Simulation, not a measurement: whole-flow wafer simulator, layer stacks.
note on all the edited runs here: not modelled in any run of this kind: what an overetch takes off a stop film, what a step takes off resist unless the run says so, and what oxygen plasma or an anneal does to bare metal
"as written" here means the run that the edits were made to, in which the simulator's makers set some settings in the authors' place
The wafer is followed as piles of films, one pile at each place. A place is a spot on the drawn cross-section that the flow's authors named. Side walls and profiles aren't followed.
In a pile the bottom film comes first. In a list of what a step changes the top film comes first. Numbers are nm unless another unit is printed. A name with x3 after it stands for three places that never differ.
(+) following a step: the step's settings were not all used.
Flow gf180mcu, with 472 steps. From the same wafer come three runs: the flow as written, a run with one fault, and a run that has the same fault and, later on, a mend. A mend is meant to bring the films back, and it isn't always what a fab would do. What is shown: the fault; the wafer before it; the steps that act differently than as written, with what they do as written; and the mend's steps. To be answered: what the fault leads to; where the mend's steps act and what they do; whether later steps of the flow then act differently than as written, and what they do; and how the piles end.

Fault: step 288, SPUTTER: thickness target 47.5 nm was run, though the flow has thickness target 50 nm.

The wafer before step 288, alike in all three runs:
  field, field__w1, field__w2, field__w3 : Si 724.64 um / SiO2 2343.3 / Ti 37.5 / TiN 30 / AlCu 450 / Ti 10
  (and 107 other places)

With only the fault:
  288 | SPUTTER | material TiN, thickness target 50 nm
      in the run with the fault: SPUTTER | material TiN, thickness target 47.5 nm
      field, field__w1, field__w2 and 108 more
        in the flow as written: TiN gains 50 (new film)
        in the run with the fault: TiN gains 47.5 (new film)
  Steps later in the flow that act otherwise than as written (not shown: 5 more steps that differ only slightly, by at most 2% or 0.5 nm, whichever is larger):
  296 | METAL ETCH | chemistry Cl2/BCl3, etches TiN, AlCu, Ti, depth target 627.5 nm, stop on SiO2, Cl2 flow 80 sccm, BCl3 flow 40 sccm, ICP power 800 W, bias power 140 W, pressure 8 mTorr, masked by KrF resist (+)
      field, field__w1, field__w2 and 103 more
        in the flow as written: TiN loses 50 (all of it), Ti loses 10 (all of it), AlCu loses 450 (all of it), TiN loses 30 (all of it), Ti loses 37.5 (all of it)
        in the run with the fault: TiN loses 47.5 (all of it), Ti loses 10 (all of it), AlCu loses 450 (all of it), TiN loses 30 (all of it), Ti loses 37.5 (all of it)
  By the end, the piles at field__w8, contact, m1, m1__w1, m1_nw depart from the flow's by more than 2% or 0.5 nm, whichever is larger.
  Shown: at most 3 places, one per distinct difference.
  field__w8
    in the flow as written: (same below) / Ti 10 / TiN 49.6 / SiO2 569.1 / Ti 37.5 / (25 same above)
    in the run with the fault: (same below) / Ti 10 / TiN 47.1 / SiO2 571.6 / Ti 37.5 / (25 same above)
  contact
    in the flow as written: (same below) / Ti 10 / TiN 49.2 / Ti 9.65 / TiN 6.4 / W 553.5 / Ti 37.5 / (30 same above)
    in the run with the fault: (same below) / Ti 10 / TiN 46.7 / Ti 9.64 / TiN 6.39 / W 556 / Ti 37.5 / (30 same above)

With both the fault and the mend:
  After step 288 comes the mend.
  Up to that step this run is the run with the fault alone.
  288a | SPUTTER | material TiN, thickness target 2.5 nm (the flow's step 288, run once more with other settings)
      field, field__w1, field__w2 and 108 more
        TiN gains 2.5
  Every later step of the flow that is run acts as written at every place that is followed.
  At every place that both follow, the piles at the end match the flow's.
